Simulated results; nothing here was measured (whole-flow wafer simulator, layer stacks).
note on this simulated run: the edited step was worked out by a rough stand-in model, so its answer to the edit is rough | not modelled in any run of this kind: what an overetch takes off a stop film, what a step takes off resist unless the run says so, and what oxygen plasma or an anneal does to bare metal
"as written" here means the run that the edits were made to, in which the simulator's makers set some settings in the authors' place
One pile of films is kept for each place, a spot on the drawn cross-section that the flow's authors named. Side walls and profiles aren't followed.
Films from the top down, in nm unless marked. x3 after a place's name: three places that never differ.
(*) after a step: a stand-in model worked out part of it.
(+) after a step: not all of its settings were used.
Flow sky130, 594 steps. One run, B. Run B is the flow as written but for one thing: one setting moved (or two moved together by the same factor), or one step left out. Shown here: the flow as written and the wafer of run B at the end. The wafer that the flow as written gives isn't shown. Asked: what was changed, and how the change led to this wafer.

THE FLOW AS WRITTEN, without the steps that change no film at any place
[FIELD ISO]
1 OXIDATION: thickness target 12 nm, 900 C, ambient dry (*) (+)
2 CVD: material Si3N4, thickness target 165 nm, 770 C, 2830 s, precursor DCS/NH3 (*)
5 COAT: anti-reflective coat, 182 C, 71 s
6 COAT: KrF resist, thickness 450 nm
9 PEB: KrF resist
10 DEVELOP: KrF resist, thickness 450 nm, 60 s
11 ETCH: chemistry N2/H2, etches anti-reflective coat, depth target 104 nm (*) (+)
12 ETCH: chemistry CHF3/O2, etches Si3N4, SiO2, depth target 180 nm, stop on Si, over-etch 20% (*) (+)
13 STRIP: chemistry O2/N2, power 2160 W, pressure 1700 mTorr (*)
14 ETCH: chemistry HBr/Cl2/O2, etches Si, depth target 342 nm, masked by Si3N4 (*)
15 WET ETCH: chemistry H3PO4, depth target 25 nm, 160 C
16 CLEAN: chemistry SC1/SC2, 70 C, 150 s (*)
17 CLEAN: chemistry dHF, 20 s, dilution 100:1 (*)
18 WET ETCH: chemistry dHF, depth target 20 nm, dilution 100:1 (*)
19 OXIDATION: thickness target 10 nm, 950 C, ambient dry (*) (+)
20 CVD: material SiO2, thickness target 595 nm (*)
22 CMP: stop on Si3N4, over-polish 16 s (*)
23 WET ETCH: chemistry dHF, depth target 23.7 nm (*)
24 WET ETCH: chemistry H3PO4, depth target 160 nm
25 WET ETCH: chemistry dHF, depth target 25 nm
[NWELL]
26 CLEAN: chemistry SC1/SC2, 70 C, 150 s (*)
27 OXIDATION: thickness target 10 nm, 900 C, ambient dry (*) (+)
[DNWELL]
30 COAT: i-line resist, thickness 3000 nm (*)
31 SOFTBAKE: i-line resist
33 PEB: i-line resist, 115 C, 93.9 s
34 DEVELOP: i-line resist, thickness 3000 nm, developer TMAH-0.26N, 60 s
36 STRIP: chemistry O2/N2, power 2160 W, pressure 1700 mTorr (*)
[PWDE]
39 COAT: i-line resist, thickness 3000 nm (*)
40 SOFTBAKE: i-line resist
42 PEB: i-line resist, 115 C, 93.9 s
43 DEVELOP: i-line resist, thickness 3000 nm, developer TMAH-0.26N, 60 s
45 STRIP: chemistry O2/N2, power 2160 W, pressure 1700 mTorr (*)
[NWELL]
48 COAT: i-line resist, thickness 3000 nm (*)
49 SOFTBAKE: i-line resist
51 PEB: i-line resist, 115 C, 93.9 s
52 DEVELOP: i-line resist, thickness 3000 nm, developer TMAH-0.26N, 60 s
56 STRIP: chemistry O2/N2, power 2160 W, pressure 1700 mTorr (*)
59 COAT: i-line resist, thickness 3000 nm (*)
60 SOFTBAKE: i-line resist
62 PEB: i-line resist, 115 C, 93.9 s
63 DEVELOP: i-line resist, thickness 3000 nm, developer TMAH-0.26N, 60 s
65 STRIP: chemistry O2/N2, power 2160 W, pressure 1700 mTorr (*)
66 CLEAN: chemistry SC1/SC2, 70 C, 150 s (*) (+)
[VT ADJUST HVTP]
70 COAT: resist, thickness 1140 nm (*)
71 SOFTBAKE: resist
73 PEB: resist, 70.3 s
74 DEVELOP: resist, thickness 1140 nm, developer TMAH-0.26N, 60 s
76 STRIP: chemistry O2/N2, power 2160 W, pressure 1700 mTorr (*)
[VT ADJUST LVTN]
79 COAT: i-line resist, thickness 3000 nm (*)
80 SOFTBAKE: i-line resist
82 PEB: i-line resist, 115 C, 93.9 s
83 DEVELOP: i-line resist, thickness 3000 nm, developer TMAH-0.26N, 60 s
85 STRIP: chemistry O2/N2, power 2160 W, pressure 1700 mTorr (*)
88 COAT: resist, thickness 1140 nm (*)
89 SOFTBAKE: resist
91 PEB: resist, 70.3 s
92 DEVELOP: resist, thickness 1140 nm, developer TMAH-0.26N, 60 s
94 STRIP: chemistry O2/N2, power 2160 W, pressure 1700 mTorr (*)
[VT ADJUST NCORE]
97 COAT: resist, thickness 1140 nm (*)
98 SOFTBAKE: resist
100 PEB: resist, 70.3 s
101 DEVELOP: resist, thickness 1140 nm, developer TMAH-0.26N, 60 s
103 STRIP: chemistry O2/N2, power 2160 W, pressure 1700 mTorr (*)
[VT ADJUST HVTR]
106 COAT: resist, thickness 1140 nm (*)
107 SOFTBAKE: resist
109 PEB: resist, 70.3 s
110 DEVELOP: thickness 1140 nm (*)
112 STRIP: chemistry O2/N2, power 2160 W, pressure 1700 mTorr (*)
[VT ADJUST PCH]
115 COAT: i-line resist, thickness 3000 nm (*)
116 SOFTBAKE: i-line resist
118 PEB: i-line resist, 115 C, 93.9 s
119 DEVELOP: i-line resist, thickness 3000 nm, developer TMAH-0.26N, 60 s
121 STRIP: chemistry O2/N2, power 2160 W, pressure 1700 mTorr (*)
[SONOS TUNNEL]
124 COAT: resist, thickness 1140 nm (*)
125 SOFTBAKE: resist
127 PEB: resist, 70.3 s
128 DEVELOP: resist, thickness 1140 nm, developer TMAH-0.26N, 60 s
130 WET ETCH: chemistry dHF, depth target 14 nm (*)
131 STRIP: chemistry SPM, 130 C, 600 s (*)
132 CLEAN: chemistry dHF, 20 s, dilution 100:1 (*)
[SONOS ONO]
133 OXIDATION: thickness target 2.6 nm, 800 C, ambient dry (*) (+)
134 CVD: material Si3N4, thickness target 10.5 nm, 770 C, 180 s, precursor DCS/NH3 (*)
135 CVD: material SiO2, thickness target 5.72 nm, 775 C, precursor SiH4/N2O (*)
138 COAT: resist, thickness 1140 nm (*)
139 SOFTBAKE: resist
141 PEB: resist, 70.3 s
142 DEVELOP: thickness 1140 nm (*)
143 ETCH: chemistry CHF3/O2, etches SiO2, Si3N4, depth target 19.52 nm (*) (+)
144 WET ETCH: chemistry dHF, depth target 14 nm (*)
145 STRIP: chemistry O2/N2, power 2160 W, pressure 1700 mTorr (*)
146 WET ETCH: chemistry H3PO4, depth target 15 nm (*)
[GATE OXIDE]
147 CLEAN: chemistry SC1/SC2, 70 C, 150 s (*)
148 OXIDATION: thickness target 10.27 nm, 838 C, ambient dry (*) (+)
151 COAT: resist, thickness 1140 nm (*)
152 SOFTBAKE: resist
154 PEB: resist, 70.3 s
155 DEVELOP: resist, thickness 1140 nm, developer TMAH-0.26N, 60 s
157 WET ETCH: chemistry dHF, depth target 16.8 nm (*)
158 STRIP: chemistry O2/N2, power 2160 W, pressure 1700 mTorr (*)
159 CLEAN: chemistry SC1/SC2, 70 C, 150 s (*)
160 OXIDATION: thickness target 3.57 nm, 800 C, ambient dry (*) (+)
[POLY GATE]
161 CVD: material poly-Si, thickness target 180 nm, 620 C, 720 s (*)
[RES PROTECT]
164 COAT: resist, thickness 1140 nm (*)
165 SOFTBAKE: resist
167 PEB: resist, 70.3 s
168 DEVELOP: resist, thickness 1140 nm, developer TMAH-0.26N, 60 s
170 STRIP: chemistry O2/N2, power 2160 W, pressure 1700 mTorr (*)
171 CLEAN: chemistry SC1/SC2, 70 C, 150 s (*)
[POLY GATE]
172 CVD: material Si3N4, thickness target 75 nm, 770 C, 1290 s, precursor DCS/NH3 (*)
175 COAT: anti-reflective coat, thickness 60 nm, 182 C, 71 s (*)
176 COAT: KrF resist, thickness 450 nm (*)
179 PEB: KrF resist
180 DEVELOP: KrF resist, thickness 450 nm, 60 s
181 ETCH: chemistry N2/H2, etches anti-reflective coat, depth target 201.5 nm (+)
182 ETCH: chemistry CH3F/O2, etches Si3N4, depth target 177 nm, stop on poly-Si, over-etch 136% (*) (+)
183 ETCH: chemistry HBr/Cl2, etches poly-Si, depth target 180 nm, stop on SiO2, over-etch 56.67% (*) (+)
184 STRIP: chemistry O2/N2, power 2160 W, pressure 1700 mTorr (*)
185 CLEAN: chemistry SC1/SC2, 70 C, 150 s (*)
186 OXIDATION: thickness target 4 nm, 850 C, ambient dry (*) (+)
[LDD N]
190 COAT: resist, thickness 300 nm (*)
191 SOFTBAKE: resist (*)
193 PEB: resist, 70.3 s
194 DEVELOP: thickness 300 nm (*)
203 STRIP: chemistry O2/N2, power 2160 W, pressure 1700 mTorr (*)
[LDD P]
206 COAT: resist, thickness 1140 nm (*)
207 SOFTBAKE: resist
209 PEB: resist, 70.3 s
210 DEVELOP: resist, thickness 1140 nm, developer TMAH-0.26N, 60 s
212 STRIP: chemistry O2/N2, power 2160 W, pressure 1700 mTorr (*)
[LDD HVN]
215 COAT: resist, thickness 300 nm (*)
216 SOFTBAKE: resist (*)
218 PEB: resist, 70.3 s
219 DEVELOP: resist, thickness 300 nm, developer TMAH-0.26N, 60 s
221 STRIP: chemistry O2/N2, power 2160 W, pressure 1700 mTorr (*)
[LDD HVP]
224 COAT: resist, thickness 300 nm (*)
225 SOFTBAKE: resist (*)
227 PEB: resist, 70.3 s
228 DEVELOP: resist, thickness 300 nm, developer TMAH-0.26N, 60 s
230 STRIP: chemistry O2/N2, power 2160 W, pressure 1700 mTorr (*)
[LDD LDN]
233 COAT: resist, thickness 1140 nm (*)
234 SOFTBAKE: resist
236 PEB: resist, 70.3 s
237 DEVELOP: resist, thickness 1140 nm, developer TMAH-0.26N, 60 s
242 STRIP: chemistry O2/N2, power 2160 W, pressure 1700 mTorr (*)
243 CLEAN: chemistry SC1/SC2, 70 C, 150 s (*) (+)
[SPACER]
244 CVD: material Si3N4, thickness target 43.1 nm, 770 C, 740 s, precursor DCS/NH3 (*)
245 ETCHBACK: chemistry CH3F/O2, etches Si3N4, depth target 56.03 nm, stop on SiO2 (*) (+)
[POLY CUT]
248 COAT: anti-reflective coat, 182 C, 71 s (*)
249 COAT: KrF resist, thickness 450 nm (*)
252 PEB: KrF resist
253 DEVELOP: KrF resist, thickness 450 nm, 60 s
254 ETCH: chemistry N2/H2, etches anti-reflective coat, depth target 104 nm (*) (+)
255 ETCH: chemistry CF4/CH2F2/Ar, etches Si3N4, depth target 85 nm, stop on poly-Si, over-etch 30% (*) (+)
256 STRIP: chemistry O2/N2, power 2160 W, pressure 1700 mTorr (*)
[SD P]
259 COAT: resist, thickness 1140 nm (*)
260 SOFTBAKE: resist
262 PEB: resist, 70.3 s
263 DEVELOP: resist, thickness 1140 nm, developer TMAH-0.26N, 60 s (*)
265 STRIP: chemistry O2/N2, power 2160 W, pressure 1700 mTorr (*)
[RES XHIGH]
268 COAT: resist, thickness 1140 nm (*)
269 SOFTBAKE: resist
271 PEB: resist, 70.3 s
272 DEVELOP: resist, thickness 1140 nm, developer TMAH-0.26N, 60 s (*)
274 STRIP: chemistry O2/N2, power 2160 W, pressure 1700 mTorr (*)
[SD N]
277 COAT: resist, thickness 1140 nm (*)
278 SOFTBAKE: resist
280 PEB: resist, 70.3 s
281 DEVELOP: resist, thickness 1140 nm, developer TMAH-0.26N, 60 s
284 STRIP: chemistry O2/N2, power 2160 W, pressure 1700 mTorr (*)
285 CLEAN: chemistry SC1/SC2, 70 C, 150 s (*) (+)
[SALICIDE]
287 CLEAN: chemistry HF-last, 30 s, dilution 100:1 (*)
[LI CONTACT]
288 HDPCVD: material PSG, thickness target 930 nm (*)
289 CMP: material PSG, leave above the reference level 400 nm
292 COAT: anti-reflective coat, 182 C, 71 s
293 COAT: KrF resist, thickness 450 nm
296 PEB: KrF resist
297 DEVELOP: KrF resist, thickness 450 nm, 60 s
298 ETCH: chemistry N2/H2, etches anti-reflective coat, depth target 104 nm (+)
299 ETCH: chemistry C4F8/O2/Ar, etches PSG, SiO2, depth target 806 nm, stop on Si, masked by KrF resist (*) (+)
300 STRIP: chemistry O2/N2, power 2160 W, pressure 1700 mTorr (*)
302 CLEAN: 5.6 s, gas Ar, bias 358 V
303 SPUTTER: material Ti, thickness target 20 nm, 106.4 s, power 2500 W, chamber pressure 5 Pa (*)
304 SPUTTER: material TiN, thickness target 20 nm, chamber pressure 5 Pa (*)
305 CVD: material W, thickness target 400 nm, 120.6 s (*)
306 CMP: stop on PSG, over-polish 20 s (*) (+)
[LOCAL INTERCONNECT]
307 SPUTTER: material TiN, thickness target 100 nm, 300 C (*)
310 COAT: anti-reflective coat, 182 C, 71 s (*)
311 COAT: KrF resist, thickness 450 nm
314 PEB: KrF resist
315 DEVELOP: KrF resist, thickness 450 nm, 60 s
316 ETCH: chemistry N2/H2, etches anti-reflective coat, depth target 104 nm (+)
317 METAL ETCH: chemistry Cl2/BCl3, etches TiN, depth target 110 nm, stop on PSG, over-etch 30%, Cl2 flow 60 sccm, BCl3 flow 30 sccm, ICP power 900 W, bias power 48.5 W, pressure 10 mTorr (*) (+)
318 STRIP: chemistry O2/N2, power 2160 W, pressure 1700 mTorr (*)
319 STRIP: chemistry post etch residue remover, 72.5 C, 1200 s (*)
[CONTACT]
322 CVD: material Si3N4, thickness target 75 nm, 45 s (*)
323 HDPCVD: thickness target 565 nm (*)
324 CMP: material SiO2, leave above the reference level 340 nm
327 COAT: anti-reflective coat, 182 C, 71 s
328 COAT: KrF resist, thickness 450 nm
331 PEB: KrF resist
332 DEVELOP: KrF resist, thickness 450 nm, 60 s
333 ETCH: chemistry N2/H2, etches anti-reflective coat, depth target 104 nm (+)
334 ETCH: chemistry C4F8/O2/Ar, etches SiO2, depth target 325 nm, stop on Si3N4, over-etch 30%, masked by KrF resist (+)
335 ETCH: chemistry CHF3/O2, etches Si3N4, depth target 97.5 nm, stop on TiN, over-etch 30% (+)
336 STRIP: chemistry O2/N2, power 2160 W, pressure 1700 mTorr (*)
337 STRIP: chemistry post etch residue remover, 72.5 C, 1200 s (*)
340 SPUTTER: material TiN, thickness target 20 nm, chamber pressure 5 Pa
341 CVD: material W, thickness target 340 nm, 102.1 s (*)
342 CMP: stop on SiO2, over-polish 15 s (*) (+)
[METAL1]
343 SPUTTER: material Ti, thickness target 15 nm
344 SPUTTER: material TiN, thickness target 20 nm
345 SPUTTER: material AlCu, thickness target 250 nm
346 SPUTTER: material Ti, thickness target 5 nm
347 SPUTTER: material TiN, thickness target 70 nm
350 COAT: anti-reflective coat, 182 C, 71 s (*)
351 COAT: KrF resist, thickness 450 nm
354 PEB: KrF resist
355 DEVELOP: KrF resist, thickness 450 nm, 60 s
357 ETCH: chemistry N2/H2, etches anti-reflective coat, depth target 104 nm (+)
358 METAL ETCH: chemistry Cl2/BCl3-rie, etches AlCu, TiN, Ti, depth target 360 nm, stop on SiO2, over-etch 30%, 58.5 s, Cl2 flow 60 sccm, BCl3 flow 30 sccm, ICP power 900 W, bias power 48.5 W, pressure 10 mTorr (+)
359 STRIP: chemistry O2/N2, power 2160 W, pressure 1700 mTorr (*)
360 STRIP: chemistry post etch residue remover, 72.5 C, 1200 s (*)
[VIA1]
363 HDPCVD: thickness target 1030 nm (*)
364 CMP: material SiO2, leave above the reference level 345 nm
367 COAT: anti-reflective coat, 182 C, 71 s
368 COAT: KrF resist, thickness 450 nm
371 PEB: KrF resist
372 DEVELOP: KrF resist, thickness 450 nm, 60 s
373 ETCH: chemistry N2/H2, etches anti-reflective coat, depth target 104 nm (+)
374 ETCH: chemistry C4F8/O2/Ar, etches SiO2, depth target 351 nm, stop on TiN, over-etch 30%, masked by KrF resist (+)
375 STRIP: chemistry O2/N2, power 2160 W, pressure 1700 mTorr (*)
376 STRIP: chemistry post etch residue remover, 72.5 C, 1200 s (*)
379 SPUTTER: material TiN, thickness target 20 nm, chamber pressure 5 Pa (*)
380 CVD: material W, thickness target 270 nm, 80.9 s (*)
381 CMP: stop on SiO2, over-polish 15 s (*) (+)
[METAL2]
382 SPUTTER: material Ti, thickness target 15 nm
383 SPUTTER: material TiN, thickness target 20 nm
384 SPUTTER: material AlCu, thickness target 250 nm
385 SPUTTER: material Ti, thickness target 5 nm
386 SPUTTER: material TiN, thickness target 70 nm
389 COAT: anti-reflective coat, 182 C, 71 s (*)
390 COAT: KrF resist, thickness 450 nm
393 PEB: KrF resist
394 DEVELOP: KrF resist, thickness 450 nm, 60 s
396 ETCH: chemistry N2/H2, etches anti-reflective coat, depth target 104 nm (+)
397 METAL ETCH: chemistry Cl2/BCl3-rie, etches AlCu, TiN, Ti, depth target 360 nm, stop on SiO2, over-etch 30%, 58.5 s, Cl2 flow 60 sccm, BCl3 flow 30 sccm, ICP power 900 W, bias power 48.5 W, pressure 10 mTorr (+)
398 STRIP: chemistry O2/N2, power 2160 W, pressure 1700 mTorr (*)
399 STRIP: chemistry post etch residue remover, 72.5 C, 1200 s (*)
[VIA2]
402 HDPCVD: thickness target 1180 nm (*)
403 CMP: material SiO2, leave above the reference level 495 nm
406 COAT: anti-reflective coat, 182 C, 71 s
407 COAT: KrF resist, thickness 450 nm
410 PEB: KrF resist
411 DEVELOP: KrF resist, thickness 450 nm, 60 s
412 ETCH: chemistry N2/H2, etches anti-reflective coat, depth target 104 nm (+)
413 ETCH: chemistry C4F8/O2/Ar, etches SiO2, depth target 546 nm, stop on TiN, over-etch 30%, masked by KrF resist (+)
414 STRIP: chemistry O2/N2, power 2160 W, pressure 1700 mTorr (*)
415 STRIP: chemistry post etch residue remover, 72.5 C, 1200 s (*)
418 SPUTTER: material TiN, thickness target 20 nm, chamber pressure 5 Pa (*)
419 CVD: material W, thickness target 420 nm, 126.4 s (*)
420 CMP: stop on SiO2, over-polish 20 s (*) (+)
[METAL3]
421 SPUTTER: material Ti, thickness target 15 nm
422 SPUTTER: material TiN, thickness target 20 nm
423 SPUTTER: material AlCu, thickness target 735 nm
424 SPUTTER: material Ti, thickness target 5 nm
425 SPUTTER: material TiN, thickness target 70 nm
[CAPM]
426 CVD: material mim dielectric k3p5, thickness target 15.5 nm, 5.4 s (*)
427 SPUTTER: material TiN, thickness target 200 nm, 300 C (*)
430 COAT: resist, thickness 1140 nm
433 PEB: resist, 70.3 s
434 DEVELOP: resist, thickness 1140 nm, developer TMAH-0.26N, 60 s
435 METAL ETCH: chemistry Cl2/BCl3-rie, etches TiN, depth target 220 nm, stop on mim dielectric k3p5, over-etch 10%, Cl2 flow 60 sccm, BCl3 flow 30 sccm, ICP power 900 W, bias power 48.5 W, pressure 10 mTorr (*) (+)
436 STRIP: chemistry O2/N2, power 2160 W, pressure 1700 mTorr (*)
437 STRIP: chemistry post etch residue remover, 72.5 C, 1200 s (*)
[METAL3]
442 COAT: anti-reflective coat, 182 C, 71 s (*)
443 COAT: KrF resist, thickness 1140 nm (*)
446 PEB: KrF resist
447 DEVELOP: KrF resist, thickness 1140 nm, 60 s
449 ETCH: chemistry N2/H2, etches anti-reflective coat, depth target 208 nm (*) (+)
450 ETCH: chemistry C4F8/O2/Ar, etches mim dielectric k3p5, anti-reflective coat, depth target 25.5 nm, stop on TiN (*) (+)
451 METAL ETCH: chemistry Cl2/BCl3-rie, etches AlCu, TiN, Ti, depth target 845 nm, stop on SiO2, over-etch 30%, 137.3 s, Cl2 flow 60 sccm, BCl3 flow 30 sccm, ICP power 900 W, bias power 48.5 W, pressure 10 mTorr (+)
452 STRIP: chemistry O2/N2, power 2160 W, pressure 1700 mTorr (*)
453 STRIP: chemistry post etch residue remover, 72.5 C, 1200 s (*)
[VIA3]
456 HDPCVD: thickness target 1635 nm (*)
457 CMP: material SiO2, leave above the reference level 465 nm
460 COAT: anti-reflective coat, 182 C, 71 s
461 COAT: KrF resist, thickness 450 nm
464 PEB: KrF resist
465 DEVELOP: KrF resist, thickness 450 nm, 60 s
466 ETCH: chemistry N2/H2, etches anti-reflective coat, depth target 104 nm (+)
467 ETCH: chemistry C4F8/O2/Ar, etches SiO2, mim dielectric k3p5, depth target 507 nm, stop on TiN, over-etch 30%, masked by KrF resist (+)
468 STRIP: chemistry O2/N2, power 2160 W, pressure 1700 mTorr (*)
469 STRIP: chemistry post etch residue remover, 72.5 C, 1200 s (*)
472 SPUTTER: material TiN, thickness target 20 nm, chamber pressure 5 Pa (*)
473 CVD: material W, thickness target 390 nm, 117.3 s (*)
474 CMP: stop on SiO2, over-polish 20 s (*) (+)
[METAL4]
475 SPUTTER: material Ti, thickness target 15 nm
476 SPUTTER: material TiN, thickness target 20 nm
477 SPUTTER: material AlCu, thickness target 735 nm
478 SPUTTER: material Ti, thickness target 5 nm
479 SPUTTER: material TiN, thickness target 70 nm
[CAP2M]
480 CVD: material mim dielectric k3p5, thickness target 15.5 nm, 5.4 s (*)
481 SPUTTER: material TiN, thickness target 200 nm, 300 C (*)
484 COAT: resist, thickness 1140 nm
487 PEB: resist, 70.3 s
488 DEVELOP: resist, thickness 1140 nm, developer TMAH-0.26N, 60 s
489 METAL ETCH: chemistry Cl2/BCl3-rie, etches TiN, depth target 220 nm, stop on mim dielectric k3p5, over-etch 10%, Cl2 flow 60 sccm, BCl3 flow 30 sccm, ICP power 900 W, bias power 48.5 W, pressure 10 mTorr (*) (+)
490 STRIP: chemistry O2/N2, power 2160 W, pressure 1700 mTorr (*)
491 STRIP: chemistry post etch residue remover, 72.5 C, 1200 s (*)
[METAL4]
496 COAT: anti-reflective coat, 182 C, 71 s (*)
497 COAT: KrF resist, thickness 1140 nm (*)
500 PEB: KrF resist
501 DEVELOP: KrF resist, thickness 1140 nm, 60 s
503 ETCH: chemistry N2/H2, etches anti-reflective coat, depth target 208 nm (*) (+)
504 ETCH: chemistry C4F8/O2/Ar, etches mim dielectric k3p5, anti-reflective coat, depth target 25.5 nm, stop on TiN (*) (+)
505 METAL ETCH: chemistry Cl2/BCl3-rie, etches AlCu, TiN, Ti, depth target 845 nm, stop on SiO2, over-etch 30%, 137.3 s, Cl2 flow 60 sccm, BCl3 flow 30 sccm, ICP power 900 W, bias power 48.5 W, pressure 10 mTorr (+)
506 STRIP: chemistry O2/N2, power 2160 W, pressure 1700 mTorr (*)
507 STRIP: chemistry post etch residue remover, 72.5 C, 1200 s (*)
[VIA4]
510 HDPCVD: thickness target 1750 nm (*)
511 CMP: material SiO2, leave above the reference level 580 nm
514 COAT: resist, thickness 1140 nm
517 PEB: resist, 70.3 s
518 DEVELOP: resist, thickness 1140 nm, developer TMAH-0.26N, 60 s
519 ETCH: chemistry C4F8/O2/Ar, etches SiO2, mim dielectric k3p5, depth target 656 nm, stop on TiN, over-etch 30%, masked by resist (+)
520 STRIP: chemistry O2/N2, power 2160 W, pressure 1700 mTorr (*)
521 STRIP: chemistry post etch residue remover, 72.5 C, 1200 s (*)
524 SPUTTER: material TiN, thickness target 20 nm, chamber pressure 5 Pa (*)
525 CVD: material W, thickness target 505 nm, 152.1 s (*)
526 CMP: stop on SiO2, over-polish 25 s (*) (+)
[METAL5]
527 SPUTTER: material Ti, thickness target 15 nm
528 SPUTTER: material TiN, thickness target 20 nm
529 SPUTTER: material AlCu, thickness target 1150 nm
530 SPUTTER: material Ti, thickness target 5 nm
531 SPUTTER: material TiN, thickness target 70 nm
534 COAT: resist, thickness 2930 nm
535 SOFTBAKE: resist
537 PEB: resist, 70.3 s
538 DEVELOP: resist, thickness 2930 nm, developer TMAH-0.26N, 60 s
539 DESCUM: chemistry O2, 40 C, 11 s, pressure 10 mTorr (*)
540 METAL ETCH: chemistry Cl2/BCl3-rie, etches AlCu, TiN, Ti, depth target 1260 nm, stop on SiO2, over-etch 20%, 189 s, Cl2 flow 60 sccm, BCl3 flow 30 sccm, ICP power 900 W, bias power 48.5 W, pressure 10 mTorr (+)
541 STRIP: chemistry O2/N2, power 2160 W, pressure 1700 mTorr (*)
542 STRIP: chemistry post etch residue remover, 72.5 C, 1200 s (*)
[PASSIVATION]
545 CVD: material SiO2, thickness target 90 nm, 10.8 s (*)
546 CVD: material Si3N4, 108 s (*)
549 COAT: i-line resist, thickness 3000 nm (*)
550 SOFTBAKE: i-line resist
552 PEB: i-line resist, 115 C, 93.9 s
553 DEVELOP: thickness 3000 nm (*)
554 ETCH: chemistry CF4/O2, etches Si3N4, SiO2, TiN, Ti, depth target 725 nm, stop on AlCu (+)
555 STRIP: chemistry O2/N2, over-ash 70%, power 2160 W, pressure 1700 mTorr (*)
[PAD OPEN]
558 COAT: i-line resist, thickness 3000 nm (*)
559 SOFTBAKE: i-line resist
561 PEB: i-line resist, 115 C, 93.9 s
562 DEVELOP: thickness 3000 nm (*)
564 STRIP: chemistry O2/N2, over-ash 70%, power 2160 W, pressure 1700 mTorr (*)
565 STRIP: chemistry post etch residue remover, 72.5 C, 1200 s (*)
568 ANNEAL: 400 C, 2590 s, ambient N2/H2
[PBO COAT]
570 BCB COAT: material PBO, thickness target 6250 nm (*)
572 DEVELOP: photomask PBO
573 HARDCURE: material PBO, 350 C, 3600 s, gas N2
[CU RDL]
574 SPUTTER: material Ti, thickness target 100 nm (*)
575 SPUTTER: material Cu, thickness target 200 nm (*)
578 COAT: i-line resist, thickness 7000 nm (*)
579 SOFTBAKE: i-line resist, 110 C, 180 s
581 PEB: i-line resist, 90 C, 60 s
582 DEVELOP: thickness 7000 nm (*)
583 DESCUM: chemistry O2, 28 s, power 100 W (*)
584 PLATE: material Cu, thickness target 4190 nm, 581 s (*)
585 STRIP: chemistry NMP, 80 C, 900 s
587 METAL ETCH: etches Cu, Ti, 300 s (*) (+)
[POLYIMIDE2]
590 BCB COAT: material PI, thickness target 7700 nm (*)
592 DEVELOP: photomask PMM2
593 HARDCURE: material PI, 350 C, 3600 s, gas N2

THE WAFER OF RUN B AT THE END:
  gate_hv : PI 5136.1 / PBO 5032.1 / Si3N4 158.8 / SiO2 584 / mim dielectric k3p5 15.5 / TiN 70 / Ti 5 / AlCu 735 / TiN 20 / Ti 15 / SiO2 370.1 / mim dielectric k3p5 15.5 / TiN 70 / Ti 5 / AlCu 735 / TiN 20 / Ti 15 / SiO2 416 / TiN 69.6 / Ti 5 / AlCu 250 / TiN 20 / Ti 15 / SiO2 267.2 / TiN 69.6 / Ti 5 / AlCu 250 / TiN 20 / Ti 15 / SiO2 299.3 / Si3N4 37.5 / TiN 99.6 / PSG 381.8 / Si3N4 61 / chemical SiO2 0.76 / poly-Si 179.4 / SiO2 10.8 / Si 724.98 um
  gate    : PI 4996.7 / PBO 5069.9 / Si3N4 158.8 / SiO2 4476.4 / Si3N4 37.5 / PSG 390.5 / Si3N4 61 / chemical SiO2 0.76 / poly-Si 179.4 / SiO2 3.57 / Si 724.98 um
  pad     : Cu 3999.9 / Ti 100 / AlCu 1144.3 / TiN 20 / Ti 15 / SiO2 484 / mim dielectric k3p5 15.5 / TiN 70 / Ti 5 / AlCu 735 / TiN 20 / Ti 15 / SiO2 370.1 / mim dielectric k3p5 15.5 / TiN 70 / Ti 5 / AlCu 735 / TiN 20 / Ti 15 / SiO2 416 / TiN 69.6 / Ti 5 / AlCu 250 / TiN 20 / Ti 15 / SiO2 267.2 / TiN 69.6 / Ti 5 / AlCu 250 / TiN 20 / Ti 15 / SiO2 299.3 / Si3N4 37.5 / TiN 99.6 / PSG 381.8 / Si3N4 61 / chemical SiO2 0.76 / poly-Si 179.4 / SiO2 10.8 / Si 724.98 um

The cause: step 322, CVD: thickness target 37.5 nm was run, where the flow has thickness target 75 nm; step 322, CVD: 22.5 s was run, where the flow has 45 s.
It can be read off the wafer: gate_hv has Si3N4 37.5, and step 322 as written asks for 75 nm.

How the change led to this, step by step:
  322 CVD: material Si3N4, thickness target 75 nm, 45 s (*)
      field, active, n_well and 188 more: Si3N4 +37.5 (new film) (as written it would be: Si3N4 +75 (new film))
  324 CMP: material SiO2, leave above the reference level 340 nm
      n_well, p_well, gate_hv and 93 more: SiO2 -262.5 (as written it would be: SiO2 -300)
      field, active, gate and 88 more: SiO2 -162.9 (as written it would be: SiO2 -200.4)
      (and at 4 more places)
  334 ETCH: chemistry C4F8/O2/Ar, etches SiO2, depth target 325 nm, stop on Si3N4, over-etch 30%, masked by KrF resist (+)
      poly_licon, ndiff_licon, ndiff_licon_cpp, rpo_hd_licon: SiO2 -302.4 (all of it) (as written it would be: SiO2 -264.9 (all of it))
  335 ETCH: chemistry CHF3/O2, etches Si3N4, depth target 97.5 nm, stop on TiN, over-etch 30% (+)
      field, active, n_well and 184 more: KrF resist -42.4 (as written it would be: KrF resist -84.8)
      poly_licon, ndiff_licon, ndiff_licon_cpp, rpo_hd_licon: Si3N4 -37.5 (all of it) (as written it would be: Si3N4 -75 (all of it))
  336 STRIP: chemistry O2/N2, power 2160 W, pressure 1700 mTorr (*)
      field, active, n_well and 184 more: KrF resist -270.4 (all of it), anti-reflective coat -80 (all of it) (as written it would be: KrF resist -228 (all of it), anti-reflective coat -80 (all of it))
